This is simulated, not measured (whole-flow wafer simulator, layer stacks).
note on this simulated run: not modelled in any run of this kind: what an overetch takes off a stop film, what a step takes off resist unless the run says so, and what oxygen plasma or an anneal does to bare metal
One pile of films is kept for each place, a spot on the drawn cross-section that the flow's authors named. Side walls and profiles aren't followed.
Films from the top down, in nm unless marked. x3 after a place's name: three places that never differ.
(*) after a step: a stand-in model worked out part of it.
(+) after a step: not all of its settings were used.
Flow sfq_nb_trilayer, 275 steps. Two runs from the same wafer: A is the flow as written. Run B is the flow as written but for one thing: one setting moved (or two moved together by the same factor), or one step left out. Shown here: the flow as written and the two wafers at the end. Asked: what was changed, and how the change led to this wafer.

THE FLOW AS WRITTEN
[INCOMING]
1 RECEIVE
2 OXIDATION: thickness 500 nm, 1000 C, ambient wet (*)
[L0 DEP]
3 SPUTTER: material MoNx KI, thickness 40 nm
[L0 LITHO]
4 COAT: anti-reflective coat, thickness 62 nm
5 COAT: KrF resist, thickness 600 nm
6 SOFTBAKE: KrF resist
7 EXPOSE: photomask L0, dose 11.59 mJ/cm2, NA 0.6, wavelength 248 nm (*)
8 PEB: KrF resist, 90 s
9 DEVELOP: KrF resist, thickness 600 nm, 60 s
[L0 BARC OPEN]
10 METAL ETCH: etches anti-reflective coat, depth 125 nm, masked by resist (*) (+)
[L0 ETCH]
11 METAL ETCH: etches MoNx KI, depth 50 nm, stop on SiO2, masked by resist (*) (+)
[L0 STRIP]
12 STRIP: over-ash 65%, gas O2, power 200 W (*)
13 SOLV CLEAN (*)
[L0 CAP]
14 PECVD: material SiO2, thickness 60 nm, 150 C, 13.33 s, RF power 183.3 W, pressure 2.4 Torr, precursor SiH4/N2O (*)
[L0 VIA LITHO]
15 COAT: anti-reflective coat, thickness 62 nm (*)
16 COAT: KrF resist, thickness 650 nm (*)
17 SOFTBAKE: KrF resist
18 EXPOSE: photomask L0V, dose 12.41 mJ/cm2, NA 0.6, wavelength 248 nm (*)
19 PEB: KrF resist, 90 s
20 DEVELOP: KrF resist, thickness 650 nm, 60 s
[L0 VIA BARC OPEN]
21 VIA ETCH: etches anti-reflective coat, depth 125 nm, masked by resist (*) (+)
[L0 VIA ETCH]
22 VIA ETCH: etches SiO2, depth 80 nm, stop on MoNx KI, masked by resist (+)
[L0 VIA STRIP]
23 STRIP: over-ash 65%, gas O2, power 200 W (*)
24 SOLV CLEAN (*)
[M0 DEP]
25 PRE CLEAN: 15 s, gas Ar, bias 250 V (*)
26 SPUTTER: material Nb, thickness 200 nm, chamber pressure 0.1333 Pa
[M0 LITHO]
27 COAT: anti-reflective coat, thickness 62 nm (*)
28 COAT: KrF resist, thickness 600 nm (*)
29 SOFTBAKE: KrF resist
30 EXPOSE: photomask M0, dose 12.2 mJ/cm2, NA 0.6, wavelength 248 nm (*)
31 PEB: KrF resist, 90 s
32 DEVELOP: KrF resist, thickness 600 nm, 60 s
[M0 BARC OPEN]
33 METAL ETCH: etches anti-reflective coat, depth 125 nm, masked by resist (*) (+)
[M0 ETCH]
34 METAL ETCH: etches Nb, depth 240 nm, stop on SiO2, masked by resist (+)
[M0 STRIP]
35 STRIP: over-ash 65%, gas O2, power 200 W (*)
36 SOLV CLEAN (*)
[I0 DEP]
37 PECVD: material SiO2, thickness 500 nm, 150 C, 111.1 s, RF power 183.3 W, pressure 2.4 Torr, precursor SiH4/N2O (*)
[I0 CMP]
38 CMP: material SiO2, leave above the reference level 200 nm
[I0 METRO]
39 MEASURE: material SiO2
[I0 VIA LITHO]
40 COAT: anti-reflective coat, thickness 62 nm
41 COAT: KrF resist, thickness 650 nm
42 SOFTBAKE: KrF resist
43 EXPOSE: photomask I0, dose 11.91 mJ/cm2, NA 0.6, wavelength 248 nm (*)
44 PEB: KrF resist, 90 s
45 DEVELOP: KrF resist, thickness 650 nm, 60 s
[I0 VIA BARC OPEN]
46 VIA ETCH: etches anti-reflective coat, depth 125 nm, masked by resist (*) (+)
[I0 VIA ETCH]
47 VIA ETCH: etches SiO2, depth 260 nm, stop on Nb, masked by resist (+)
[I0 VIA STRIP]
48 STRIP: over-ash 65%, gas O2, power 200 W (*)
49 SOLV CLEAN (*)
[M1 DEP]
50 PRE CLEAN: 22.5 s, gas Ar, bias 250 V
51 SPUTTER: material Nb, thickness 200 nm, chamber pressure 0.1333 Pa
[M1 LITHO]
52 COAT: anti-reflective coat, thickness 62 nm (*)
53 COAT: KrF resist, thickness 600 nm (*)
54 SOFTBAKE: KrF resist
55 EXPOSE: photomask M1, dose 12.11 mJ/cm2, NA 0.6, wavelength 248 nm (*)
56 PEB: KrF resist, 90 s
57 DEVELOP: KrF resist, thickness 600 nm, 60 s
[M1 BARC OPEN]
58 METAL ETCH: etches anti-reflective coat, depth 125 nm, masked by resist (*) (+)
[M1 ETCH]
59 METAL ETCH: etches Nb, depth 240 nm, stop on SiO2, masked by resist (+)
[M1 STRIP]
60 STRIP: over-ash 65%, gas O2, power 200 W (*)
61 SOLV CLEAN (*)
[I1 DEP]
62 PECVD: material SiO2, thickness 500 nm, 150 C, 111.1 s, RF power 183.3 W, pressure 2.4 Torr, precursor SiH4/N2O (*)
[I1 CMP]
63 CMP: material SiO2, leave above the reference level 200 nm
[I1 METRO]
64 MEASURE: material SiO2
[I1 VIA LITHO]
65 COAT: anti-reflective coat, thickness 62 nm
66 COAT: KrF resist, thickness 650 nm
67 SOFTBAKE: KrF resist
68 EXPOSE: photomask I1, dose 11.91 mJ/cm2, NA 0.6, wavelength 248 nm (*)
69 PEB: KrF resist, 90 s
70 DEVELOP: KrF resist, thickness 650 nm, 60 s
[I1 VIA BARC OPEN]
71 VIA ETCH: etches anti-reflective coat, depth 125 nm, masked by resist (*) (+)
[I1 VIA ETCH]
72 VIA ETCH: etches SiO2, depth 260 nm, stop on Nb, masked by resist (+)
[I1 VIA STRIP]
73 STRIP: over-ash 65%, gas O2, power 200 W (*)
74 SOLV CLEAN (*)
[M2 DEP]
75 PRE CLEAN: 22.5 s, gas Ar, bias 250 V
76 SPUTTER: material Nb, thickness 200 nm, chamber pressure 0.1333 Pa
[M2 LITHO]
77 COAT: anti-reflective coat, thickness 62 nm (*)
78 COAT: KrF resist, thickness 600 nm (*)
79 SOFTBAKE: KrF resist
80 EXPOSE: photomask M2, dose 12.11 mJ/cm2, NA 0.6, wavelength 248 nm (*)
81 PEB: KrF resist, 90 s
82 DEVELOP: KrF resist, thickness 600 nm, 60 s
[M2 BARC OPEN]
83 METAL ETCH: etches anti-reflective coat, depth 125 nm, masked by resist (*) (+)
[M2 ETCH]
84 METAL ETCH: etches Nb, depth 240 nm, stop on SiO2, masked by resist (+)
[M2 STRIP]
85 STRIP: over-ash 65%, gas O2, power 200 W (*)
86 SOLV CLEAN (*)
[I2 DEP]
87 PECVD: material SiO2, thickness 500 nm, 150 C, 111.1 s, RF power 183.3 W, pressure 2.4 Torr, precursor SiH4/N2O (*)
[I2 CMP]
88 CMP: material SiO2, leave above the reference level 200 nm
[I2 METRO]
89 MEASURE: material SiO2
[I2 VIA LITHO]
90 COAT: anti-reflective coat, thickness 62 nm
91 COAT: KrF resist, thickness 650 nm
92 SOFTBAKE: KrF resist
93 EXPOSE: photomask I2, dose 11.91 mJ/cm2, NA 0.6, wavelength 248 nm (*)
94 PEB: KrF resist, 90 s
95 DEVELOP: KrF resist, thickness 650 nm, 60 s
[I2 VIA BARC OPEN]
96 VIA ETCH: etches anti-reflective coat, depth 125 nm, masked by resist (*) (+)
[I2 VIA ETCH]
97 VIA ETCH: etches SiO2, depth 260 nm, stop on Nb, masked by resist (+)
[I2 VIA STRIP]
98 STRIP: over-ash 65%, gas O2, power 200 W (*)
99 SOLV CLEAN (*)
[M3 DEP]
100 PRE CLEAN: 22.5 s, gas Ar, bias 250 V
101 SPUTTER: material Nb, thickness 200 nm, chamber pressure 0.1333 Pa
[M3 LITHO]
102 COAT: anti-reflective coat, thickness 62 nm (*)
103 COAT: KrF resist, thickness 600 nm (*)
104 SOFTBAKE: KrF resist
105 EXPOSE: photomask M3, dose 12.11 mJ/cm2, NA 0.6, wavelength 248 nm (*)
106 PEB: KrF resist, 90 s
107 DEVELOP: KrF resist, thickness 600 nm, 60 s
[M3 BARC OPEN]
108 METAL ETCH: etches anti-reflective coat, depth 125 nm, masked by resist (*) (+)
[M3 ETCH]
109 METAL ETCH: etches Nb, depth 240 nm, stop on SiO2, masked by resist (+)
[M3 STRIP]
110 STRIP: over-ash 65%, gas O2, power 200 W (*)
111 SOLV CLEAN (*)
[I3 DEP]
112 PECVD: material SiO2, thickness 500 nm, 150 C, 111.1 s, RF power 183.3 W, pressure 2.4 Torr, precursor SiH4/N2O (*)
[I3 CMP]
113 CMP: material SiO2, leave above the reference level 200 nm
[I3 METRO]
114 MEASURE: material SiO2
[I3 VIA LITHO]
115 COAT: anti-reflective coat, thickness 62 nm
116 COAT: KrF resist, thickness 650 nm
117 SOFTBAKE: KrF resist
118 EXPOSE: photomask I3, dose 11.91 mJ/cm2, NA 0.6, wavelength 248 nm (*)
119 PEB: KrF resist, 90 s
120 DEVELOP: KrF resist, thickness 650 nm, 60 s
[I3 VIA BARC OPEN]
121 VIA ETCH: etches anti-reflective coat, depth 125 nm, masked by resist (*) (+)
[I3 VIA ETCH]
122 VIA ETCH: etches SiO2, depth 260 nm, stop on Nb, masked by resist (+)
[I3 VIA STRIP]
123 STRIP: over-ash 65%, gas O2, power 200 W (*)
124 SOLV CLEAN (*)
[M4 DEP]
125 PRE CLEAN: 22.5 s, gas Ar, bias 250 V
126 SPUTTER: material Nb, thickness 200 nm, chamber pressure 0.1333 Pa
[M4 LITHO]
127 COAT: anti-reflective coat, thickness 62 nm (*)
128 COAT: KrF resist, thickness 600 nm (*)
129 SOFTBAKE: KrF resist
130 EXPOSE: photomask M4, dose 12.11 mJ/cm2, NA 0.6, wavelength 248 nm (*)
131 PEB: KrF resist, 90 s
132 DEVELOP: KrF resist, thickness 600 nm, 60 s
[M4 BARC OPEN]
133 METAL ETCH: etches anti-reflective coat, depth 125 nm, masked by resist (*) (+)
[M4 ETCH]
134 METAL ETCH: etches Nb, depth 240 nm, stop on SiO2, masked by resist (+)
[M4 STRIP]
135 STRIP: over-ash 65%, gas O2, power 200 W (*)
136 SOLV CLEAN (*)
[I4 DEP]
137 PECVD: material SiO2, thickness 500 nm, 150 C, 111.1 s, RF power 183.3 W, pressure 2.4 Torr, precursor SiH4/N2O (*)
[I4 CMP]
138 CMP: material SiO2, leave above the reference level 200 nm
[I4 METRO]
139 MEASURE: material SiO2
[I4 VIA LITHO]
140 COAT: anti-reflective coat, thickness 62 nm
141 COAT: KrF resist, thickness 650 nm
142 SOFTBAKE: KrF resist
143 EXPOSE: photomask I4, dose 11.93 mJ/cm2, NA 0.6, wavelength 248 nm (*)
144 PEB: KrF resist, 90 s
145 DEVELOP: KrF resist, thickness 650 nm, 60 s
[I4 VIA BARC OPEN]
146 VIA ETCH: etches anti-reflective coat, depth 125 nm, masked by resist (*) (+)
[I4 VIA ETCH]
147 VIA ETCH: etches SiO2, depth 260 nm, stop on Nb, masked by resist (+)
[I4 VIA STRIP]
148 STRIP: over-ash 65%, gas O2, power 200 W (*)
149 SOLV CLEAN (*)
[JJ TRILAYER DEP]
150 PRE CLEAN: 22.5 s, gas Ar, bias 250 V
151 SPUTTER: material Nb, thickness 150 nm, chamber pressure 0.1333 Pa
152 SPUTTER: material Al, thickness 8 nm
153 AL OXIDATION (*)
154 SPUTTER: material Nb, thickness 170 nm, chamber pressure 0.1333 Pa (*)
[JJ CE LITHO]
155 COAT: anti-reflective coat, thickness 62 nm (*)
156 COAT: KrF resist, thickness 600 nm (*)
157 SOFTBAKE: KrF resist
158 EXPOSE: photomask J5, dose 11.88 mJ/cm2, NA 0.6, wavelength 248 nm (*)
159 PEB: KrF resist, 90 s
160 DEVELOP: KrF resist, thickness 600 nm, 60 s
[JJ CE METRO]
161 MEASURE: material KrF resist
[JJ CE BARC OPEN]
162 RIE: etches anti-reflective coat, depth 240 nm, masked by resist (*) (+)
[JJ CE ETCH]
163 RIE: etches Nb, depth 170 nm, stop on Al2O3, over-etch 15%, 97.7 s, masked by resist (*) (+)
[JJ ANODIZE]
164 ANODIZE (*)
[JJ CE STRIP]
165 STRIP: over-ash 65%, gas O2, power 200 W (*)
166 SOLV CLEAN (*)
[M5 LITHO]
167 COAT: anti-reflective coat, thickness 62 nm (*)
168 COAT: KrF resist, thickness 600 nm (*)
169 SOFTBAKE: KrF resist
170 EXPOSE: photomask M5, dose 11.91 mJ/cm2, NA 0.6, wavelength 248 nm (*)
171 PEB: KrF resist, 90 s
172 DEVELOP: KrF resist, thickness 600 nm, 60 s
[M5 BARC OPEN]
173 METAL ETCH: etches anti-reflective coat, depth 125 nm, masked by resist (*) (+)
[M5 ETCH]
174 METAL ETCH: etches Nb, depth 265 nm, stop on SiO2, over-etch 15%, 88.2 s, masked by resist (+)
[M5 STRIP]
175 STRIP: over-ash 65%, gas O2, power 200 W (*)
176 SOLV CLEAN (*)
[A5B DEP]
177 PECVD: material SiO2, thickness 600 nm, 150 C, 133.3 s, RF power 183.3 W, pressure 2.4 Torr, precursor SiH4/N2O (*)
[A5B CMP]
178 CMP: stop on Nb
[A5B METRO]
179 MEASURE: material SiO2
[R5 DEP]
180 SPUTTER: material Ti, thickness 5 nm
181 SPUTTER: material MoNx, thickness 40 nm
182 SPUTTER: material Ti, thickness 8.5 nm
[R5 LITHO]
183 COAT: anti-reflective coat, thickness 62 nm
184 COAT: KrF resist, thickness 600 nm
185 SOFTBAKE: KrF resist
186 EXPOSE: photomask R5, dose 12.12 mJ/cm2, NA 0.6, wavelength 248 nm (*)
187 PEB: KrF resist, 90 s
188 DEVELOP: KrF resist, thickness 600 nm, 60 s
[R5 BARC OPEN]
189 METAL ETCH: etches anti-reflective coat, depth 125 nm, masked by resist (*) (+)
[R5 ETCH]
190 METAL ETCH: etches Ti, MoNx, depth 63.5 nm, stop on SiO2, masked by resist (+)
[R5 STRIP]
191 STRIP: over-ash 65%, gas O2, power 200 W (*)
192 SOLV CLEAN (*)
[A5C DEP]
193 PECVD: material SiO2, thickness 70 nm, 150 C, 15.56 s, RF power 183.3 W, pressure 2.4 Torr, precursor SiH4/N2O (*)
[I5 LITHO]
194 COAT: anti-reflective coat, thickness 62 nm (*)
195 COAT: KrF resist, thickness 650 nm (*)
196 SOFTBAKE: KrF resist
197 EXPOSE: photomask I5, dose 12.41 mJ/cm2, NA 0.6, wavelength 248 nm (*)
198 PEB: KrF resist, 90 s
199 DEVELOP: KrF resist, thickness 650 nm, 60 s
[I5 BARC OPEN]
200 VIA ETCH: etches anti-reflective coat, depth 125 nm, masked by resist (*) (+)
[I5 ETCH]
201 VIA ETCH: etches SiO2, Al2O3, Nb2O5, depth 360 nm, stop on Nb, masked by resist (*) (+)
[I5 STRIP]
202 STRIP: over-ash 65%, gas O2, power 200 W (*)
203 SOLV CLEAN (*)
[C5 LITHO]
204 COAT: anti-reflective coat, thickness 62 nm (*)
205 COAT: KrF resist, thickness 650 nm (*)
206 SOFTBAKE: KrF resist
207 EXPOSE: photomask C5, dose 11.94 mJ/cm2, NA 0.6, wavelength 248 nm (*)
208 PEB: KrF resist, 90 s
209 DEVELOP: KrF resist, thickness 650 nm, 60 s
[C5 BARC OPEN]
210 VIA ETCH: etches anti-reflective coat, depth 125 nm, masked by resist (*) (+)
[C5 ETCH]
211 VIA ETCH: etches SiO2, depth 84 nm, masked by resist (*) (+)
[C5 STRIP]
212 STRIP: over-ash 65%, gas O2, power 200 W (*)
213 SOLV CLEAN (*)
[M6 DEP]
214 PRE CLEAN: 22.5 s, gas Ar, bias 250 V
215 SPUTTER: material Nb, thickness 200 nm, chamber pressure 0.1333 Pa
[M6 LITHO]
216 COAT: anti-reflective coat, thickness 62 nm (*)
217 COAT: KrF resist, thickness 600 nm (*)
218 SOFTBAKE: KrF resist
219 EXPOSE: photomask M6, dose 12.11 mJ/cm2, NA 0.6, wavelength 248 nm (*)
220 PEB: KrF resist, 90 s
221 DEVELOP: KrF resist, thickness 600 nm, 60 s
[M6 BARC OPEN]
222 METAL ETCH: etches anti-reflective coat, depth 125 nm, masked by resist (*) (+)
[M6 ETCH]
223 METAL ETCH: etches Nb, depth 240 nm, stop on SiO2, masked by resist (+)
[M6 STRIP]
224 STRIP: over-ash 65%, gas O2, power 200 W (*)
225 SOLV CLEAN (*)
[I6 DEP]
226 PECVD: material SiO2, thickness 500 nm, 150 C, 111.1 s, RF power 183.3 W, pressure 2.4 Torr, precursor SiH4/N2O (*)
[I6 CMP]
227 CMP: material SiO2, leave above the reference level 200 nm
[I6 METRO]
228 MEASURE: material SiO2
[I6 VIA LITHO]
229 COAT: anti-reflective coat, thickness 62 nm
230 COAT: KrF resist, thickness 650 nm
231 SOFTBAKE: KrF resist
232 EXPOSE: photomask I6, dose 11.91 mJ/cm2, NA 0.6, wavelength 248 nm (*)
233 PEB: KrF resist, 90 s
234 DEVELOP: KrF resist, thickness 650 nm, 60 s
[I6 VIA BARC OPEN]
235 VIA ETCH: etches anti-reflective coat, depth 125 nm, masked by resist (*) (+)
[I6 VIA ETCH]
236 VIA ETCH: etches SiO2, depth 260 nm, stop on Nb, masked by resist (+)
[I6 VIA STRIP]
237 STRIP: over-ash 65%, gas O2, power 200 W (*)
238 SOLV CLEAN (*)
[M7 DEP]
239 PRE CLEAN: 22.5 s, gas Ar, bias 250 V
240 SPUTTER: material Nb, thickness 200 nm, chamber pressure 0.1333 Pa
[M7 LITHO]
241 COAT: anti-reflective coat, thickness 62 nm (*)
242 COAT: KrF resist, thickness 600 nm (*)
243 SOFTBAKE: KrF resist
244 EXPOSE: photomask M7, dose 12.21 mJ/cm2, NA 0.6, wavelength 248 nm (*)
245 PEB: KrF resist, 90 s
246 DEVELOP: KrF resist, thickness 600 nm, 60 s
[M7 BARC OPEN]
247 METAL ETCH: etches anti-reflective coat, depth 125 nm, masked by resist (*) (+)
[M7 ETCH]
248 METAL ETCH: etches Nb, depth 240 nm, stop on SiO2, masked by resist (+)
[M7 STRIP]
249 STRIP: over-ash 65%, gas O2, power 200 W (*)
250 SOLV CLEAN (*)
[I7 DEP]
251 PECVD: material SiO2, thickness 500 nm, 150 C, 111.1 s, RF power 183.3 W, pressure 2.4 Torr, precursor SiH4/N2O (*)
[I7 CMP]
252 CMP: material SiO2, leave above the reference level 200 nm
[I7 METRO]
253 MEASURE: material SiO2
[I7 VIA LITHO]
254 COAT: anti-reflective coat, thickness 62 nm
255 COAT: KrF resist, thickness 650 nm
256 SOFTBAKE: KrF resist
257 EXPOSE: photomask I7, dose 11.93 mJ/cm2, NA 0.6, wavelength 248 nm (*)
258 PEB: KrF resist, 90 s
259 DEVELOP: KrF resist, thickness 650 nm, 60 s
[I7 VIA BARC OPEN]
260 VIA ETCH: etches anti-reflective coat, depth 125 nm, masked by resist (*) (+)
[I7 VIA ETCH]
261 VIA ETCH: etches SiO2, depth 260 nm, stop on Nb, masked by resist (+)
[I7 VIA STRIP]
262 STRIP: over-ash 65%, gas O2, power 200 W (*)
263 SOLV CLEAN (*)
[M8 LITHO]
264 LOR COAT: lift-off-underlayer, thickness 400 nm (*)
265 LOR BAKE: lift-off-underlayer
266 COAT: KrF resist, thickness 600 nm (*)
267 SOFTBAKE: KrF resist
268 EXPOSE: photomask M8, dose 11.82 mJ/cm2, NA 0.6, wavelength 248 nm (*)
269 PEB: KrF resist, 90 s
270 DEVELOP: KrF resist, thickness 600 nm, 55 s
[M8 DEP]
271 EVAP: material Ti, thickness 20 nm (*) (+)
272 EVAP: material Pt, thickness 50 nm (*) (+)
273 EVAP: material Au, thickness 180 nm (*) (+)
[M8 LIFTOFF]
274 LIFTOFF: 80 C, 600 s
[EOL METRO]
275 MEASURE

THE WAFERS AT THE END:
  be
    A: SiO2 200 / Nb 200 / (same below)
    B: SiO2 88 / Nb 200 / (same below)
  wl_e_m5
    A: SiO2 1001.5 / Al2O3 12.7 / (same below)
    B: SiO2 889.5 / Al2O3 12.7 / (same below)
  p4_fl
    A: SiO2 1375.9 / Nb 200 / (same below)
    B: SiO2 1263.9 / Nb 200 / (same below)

The cause: step 252, CMP: leave above the reference level 88 nm was run, where the flow has leave above the reference level 200 nm.
It can be read off the wafer: be has SiO2 88, and step 252 as written asks for 200 nm.

How the change led to this, step by step:
  252 CMP: material SiO2, leave above the reference level 200 nm
      field_l, p4_fl, p4_fm and 56 more: A SiO2 -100 | B SiO2 -212
      v_sur, via_wl, via_w and 37 more: A SiO2 -300 | B SiO2 -412
      (and at 7 more places)
  261 VIA ETCH: etches SiO2, depth 260 nm, stop on Nb, masked by resist (+)
      field_l, v_sur, via_sp and 100 more: A KrF resist -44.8 | B KrF resist -22.7
      via_wl, via_w, via_wr: A SiO2 -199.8 (all of it) | B SiO2 -87.8 (all of it)
  262 STRIP: over-ash 65%, gas O2, power 200 W (*)
      field_l, v_sur, via_sp and 100 more: A KrF resist -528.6 (all of it), anti-reflective coat -62 (all of it) | B KrF resist -550.7 (all of it), anti-reflective coat -62 (all of it)
  264 LOR COAT: lift-off-underlayer, thickness 400 nm (*)
      via_wl, via_wr: A lift-off-underlayer +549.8 (new film) | B lift-off-underlayer +465.9 (new film)
      v_sur: A lift-off-underlayer +369.4 (new film) | B lift-off-underlayer +386.5 (new film)
      (and at 2 more places)
  266 COAT: KrF resist, thickness 600 nm (*)
      via_wl: A KrF resist +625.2 (new film) | B KrF resist +611.1 (new film)
      via_w: A KrF resist +636.8 (new film) | B KrF resist +616.2 (new film)
      (and at 1 more place)
  270 DEVELOP: KrF resist, thickness 600 nm, 55 s
      v_sur: A KrF resist -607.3 (all of it), lift-off-underlayer -369.4 (all of it) | B KrF resist -602.5 (all of it), lift-off-underlayer -386.5 (all of it)
      via_wl: A KrF resist -623.9 (all of it), lift-off-underlayer -549.8 (all of it) | B KrF resist -609.8 (all of it), lift-off-underlayer -465.9 (all of it)
      (and at 3 more places)
